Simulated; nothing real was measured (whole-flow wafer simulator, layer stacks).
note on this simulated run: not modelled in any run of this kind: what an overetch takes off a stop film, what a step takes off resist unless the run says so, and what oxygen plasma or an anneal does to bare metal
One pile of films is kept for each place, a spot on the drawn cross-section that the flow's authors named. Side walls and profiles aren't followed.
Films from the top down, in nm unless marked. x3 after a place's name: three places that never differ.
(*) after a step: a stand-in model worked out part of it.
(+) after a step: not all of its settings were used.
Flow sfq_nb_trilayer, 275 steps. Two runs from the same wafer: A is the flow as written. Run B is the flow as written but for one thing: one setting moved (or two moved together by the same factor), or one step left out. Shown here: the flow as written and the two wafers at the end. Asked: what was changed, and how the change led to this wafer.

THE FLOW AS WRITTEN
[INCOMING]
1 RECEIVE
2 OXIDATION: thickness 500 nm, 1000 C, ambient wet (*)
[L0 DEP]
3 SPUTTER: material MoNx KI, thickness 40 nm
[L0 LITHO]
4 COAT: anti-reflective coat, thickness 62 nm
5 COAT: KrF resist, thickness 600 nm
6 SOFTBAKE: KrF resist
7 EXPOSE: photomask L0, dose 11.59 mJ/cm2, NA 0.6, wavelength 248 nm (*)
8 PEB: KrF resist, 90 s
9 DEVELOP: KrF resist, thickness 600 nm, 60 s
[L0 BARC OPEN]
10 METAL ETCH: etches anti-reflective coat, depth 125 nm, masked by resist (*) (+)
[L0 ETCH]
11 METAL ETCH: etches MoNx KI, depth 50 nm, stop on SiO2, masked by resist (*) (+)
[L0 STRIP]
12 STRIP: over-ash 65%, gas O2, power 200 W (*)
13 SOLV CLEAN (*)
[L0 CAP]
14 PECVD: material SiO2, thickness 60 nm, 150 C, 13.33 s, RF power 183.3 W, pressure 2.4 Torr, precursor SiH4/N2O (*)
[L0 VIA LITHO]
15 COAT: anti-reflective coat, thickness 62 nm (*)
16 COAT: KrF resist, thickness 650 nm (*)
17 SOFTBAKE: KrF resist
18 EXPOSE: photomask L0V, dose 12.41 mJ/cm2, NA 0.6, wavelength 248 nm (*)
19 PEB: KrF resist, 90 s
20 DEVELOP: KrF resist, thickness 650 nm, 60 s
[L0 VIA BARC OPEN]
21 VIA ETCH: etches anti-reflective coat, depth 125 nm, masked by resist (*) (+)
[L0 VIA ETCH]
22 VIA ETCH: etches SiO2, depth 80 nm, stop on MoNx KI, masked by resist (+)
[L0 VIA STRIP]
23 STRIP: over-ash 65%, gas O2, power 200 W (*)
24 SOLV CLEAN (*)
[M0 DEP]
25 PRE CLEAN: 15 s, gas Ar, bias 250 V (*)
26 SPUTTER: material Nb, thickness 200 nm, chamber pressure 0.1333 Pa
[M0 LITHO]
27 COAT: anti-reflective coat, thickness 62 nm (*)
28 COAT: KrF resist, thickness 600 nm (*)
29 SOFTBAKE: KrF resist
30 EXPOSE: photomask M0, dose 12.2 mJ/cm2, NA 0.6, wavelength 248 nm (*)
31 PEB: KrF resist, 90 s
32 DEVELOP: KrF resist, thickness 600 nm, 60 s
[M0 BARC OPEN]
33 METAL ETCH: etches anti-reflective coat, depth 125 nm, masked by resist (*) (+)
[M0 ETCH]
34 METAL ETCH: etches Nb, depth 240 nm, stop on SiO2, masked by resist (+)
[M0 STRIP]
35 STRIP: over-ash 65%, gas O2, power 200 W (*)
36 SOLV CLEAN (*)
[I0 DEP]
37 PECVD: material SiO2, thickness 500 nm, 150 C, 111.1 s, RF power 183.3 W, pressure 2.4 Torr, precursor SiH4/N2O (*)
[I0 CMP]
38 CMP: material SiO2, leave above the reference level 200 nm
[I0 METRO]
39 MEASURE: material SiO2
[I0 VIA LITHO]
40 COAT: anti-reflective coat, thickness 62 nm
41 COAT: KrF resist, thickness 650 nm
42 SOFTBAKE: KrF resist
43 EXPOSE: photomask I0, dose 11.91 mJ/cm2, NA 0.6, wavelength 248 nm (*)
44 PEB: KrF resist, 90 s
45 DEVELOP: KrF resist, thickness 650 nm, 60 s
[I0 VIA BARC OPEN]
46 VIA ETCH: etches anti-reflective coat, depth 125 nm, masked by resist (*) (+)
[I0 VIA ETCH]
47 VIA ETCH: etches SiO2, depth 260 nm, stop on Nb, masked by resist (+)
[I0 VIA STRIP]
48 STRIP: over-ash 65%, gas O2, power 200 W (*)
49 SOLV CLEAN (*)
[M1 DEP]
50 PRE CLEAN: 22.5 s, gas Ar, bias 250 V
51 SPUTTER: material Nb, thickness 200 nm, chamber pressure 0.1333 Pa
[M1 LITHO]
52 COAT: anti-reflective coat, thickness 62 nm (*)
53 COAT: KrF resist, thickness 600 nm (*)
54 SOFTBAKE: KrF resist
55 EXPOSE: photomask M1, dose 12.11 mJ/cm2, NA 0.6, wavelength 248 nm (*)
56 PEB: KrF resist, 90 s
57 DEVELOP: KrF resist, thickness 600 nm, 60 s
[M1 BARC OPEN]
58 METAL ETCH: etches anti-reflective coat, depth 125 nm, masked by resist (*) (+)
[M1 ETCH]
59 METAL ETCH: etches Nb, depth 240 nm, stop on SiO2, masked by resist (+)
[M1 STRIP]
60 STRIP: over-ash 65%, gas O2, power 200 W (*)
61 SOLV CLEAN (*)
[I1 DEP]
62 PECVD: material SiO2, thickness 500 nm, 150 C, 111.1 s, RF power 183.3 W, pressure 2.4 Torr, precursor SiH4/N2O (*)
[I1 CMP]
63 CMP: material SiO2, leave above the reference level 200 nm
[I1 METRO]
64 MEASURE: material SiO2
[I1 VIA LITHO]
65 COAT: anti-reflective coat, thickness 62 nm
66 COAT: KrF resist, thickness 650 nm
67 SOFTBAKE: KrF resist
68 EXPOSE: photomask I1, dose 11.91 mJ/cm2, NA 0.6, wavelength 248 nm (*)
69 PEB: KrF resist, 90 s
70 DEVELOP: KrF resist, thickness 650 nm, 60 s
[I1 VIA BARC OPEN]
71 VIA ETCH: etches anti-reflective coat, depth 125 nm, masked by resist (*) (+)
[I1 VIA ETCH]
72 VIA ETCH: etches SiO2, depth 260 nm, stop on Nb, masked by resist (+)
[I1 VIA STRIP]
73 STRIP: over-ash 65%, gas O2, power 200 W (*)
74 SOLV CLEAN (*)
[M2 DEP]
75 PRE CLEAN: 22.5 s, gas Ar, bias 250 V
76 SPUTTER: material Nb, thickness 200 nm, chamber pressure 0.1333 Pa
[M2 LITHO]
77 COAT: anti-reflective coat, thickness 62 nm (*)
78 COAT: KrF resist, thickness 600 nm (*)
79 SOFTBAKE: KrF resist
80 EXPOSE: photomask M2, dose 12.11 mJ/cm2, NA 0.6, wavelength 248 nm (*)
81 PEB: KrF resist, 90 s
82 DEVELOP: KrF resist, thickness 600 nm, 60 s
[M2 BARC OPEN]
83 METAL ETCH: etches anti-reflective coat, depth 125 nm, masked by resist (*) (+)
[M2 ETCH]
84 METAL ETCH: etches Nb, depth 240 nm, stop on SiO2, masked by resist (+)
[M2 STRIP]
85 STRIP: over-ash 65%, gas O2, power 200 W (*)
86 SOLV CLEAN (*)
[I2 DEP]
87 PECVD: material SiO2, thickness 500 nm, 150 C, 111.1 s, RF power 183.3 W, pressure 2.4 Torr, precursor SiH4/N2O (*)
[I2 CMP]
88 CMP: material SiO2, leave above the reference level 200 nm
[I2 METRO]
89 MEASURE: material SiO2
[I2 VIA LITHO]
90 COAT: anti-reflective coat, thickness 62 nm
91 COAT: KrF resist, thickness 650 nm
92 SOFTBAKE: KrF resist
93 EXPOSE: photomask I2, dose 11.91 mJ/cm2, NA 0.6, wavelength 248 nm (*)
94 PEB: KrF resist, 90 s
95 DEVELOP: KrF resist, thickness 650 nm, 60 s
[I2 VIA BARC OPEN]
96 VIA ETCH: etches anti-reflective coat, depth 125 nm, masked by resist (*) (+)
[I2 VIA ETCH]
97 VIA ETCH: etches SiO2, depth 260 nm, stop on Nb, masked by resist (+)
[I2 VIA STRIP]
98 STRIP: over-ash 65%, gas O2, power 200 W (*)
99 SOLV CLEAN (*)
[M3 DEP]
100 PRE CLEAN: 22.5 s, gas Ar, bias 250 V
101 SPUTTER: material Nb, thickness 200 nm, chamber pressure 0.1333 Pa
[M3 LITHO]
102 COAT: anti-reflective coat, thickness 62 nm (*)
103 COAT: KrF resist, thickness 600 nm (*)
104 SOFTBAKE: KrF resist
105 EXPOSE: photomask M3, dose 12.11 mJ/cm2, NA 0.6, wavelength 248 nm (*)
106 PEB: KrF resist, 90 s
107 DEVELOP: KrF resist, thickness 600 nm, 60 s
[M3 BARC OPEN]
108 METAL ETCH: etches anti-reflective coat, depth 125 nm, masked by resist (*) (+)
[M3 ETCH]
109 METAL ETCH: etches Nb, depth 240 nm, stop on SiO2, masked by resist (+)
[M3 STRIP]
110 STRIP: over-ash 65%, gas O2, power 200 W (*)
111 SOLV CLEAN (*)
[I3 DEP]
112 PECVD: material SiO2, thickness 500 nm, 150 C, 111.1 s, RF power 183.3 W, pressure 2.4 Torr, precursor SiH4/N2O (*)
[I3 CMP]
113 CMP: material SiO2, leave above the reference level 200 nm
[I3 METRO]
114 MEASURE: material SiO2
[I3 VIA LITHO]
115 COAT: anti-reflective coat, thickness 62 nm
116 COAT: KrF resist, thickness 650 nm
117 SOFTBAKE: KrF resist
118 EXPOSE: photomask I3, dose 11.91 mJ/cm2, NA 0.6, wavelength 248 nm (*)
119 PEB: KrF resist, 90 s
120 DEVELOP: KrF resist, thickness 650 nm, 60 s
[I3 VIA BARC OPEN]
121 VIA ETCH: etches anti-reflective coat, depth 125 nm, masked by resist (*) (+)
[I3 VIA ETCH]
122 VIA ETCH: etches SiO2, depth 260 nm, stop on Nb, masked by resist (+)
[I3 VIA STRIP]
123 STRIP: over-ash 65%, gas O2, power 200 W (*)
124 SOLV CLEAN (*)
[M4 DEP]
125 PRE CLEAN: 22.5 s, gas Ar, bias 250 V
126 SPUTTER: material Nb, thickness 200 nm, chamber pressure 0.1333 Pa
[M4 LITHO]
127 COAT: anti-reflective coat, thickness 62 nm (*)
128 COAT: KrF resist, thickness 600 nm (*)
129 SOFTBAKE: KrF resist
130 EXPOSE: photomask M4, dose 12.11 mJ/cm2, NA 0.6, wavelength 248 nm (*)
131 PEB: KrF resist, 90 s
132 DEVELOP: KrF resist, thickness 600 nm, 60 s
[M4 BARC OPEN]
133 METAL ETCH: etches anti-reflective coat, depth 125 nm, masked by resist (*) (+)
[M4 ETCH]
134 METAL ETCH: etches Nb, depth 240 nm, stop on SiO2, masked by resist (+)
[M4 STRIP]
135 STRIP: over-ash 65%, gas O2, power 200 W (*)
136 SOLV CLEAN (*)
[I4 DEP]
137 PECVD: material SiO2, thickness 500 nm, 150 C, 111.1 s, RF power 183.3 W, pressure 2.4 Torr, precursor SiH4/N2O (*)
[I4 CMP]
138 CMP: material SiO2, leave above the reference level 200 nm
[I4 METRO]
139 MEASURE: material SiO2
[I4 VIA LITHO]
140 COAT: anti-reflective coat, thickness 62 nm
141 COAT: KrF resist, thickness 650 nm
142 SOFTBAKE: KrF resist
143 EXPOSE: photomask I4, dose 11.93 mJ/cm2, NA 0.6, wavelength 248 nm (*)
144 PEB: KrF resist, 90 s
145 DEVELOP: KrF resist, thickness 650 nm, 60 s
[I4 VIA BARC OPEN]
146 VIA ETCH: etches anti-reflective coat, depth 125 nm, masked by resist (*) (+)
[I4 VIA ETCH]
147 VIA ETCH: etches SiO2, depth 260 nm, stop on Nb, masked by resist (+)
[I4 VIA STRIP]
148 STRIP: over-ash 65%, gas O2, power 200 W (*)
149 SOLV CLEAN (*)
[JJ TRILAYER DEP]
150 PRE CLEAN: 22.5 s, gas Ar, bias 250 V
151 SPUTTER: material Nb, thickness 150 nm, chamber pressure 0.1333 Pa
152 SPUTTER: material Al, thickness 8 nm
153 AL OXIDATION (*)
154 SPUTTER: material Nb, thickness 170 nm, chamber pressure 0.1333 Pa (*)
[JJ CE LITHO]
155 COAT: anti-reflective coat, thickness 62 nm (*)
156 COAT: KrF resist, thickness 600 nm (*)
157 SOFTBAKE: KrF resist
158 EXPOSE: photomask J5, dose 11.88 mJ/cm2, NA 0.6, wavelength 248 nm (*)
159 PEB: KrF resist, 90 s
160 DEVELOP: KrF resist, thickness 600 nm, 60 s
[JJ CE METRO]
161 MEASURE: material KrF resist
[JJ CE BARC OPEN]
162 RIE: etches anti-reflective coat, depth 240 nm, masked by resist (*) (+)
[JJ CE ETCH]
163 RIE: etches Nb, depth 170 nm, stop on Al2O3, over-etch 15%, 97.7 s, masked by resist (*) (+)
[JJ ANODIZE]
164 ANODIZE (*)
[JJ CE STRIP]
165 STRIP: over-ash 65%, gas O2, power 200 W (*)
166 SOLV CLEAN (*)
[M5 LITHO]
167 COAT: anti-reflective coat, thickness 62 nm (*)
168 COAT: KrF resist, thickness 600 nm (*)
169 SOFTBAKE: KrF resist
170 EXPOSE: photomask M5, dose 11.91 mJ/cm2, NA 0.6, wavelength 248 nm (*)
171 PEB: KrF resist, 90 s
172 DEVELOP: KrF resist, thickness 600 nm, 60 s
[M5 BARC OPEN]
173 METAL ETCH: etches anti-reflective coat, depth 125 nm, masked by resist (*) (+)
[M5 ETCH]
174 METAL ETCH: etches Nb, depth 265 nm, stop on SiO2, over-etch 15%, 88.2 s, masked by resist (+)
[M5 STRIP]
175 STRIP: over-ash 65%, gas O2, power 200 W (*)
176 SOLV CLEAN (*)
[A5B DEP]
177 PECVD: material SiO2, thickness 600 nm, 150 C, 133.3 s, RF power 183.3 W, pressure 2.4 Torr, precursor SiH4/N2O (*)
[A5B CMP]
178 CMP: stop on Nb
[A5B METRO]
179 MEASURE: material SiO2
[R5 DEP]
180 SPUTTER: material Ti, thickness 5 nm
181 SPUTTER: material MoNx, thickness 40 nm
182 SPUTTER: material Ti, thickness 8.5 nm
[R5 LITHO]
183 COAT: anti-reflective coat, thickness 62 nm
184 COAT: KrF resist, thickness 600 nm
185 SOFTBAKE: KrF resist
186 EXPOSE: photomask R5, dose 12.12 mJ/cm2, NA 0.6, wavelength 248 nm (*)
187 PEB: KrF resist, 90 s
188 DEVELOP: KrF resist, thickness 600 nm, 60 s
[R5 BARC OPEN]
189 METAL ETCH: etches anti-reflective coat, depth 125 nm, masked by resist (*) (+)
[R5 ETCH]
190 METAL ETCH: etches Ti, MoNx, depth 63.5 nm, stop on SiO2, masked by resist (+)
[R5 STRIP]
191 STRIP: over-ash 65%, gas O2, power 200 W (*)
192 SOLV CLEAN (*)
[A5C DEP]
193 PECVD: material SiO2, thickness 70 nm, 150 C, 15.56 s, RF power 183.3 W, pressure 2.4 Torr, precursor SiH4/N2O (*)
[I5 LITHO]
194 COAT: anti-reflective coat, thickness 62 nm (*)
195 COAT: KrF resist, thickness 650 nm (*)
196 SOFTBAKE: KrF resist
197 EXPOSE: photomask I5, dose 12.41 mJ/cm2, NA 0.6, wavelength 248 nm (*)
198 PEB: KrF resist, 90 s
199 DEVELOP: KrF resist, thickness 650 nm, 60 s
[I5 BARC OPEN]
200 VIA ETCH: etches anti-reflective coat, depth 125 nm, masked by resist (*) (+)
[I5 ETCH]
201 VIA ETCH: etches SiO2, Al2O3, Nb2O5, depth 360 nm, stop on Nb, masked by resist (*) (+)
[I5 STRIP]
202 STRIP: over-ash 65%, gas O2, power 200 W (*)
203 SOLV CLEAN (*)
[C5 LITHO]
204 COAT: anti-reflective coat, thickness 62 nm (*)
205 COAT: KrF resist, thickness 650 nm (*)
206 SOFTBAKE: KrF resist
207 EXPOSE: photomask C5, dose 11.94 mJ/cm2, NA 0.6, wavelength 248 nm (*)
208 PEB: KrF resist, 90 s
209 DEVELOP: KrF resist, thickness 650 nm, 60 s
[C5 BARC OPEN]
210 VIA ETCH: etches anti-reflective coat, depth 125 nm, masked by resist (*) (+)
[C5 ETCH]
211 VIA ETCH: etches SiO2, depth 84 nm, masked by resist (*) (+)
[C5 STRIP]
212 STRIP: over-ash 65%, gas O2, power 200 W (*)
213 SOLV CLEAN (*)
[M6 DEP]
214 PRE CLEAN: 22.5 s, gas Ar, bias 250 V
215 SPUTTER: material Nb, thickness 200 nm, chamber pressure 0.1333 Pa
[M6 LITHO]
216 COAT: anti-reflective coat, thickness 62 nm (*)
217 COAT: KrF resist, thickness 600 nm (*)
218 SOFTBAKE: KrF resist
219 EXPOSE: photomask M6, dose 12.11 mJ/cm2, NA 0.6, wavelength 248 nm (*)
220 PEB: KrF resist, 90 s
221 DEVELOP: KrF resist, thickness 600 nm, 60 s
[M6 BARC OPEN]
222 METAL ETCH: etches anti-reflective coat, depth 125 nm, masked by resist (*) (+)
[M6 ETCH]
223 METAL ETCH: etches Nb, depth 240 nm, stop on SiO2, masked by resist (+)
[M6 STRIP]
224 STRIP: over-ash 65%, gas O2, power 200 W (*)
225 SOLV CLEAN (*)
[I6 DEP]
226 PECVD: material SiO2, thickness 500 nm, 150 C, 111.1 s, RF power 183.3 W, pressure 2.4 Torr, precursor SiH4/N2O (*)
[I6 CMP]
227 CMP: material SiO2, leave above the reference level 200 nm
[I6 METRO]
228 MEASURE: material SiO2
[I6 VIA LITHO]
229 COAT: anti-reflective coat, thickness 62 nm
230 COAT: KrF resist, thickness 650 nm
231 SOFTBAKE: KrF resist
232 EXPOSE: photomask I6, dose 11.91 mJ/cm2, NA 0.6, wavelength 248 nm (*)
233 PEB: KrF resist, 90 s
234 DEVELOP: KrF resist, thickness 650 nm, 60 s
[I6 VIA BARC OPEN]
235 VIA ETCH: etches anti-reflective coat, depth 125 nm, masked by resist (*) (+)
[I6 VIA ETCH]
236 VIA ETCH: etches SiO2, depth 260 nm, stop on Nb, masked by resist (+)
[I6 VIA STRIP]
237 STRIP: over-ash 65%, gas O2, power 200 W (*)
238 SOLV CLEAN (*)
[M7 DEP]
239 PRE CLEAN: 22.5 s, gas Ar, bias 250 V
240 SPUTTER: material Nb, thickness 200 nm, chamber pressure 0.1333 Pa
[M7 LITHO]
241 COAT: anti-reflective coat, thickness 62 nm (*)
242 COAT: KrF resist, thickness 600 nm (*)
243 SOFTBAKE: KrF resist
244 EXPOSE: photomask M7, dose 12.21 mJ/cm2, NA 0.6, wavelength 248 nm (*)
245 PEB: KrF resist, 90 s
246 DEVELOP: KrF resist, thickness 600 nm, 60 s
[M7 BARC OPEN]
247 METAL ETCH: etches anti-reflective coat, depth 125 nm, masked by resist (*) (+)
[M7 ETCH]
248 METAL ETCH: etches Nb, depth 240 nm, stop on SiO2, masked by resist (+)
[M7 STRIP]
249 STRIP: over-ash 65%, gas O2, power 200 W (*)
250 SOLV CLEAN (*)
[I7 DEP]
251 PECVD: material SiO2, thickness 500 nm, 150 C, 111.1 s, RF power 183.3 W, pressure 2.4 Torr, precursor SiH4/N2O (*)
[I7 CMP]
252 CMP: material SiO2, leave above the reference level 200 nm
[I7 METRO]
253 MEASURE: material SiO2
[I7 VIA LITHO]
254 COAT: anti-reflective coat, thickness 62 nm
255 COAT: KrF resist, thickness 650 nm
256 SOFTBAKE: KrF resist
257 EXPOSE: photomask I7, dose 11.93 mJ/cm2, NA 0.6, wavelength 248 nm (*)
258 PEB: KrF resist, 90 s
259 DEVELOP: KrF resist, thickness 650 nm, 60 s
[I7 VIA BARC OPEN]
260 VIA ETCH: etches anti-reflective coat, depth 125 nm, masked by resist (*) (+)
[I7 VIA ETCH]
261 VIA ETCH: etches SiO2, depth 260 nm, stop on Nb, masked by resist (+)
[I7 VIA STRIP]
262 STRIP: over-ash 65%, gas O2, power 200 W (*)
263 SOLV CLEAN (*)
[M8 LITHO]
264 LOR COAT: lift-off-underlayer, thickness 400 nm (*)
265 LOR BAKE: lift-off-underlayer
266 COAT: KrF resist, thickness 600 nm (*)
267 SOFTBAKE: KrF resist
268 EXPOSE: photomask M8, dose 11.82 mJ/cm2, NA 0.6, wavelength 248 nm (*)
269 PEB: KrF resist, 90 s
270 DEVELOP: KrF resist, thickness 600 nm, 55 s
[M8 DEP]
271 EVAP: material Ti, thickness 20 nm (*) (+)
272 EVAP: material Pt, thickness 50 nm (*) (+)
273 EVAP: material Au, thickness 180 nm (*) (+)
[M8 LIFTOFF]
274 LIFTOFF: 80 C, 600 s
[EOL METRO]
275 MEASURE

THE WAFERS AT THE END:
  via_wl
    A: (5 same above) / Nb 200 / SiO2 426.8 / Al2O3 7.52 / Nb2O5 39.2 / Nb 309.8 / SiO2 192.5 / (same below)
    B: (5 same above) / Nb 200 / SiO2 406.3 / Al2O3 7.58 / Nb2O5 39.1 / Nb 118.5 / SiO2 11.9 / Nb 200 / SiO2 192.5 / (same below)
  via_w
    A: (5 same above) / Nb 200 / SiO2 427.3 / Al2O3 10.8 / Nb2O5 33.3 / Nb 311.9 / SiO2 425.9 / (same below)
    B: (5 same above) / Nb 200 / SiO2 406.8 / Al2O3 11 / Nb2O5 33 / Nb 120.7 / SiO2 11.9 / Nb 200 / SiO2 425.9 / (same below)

The cause: step 147, VIA ETCH: depth 180.4 nm was run, where the flow has depth 260 nm.

How the change led to this, step by step:
  147 VIA ETCH: etches SiO2, depth 260 nm, stop on Nb, masked by resist (+)
      via_wl, via_w, via_wr: A SiO2 -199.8 (all of it) | B SiO2 -180.4
      field_l, v_sur, via_sp and 100 more: A KrF resist -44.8 | B KrF resist -31.1
  148 STRIP: over-ash 65%, gas O2, power 200 W (*)
      field_l, v_sur, via_sp and 100 more: A KrF resist -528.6 (all of it), anti-reflective coat -62 (all of it) | B KrF resist -542.3 (all of it), anti-reflective coat -62 (all of it)
  150 PRE CLEAN: 22.5 s, gas Ar, bias 250 V
      via_wl, via_w, via_wr: A Nb -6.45 | B SiO2 -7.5
  151 SPUTTER: material Nb, thickness 150 nm, chamber pressure 0.1333 Pa
      via_wl, via_w, via_wr: A Nb +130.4 | B Nb +132.5 (new film)
  154 SPUTTER: material Nb, thickness 170 nm, chamber pressure 0.1333 Pa (*)
      via_wl, via_wr: A Nb +140.7 (new film) | B Nb +143.9 (new film)
      via_w: A Nb +141 (new film) | B Nb +144.2 (new film)
  155 COAT: anti-reflective coat, thickness 62 nm (*)
      via_wl, via_wr: A anti-reflective coat +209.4 (new film) | B anti-reflective coat +191.5 (new film)
  156 COAT: KrF resist, thickness 600 nm (*)
      via_w: A KrF resist +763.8 (new film) | B KrF resist +746.3 (new film)
  160 DEVELOP: KrF resist, thickness 600 nm, 60 s
      via_w: A KrF resist -762.1 (all of it) | B KrF resist -744.7 (all of it)
  162 RIE: etches anti-reflective coat, depth 240 nm, masked by resist (*) (+)
      ce_l, c5j, ce_r, wl_jj: A KrF resist -209.4 | B KrF resist -191.5
      via_wl, via_wr: A anti-reflective coat -209.4 (all of it) | B anti-reflective coat -191.5 (all of it)
  163 RIE: etches Nb, depth 170 nm, stop on Al2O3, over-etch 15%, 97.7 s, masked by resist (*) (+)
      via_wl, via_wr: A Nb -140.7 (all of it), Al2O3 -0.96 (all of it) | B Nb -143.9 (all of it), Al2O3 -0.96 (all of it)
      via_w: A Nb -141 (all of it), Al2O3 -0.96 (all of it) | B Nb -144.2 (all of it), Al2O3 -0.96 (all of it)
  165 STRIP: over-ash 65%, gas O2, power 200 W (*)
      ce_l: A KrF resist -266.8 (all of it), anti-reflective coat -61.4 (all of it) | B KrF resist -284.8 (all of it), anti-reflective coat -61.5 (all of it)
      c5j: A KrF resist -266.9 (all of it), anti-reflective coat -61.5 (all of it) | B KrF resist -284.9 (all of it), anti-reflective coat -61.5 (all of it)
      (and at 2 more places)
  167 COAT: anti-reflective coat, thickness 62 nm (*)
      via_wl: A anti-reflective coat +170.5 (new film) | B anti-reflective coat +156.5 (new film)
      via_wr: A anti-reflective coat +170.6 (new film) | B anti-reflective coat +156.5 (new film)
      (and at 1 more place)
  175 STRIP: over-ash 65%, gas O2, power 200 W (*)
      via_wl: A KrF resist -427 (all of it), anti-reflective coat -170.5 (all of it) | B KrF resist -425.4 (all of it), anti-reflective coat -156.5 (all of it)
      via_w: A KrF resist -503.5 (all of it), anti-reflective coat -84.1 (all of it) | B KrF resist -490 (all of it), anti-reflective coat -83 (all of it)
      (and at 2 more places)
  178 CMP: stop on Nb
      via_wl, via_wr: A SiO2 -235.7 | B SiO2 -256.2
      via_w: A SiO2 -235.2 | B SiO2 -255.7
Counting metal films that touch as one body, via_wl has 8 bodies (between them, from the top down: SiO2 192.5; SiO2 406.3 / Al2O3 7.58 / Nb2O5 39.1; SiO2 11.9; SiO2 192.5; SiO2 192.5; SiO2 192.5; SiO2 192.5); the flow as written gives 7 bodies (between them, from the top down: SiO2 192.5; SiO2 426.8 / Al2O3 7.52 / Nb2O5 39.2; SiO2 192.5; SiO2 192.5; SiO2 192.5; SiO2 192.5).
Counting metal films that touch as one body, via_w has 6 bodies (between them, from the top down: SiO2 192.5; SiO2 406.8 / Al2O3 11 / Nb2O5 33; SiO2 11.9; SiO2 425.9; SiO2 416.9); the flow as written gives 5 bodies (between them, from the top down: SiO2 192.5; SiO2 427.3 / Al2O3 10.8 / Nb2O5 33.3; SiO2 425.9; SiO2 416.9).
